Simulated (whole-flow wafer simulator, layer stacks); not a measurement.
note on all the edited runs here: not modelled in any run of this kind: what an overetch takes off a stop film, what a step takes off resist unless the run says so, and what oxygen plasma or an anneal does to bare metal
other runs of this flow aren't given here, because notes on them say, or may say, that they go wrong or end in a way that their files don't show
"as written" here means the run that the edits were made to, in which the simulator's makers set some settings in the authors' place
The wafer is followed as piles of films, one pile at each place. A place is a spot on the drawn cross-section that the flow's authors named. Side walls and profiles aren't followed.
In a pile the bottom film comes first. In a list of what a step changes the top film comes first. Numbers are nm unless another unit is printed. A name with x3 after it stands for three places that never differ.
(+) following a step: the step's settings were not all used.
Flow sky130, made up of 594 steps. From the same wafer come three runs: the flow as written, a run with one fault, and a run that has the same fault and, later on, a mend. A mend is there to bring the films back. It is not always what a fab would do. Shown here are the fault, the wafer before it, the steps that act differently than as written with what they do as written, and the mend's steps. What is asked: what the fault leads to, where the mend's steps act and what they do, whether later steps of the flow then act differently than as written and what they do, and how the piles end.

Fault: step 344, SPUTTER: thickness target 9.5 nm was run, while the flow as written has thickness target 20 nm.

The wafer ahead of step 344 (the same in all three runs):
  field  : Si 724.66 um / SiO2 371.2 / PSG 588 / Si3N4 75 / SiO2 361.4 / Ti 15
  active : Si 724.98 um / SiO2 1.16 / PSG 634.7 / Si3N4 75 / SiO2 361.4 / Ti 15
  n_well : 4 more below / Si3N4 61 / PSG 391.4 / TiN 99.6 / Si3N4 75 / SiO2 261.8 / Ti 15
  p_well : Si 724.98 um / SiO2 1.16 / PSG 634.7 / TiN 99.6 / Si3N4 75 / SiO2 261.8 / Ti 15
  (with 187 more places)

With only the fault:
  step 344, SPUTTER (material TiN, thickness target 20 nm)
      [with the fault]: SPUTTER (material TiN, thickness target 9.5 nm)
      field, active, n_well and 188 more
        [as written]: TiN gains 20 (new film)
        [with the fault]: TiN gains 9.5 (new film)
  Steps later in the flow that act otherwise than as written (3 more steps, not shown, differ only slightly: by at most 2% or 0.5 nm, whichever is larger):
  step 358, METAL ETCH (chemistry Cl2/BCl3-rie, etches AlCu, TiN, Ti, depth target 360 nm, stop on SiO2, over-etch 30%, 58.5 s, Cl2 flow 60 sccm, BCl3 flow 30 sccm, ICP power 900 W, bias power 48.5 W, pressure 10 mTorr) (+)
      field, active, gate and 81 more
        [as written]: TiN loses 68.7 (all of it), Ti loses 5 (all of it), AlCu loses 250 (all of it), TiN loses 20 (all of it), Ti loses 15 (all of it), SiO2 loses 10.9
        [with the fault]: TiN loses 68.7 (all of it), Ti loses 5 (all of it), AlCu loses 250 (all of it), TiN loses 9.5 (all of it), Ti loses 15 (all of it), SiO2 loses 12
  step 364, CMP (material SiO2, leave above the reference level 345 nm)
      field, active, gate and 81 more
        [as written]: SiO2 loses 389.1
        [with the fault]: SiO2 loses 398.5
  By the end, the piles at n_well, p_well, gate_hv and 104 more depart from the flow's by more than 2% or 0.5 nm, whichever is larger.
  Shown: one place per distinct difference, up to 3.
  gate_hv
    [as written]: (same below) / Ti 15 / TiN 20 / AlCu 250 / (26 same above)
    [with the fault]: (same below) / Ti 15 / TiN 9.5 / AlCu 250 / (26 same above)
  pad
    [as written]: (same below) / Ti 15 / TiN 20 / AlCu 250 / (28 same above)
    [with the fault]: (same below) / Ti 15 / TiN 9.5 / AlCu 250 / (28 same above)
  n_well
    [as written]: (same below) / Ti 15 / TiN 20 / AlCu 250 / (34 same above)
    [with the fault]: (same below) / Ti 15 / TiN 9.5 / AlCu 250 / (34 same above)

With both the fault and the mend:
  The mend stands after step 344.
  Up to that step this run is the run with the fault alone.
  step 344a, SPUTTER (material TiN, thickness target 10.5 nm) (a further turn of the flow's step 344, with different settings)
      field, active, n_well and 188 more
        TiN gains 10.5
  Later steps of the flow that are run all act as written at every place that is followed.
  At every place that both follow, the piles at the end match the flow's.
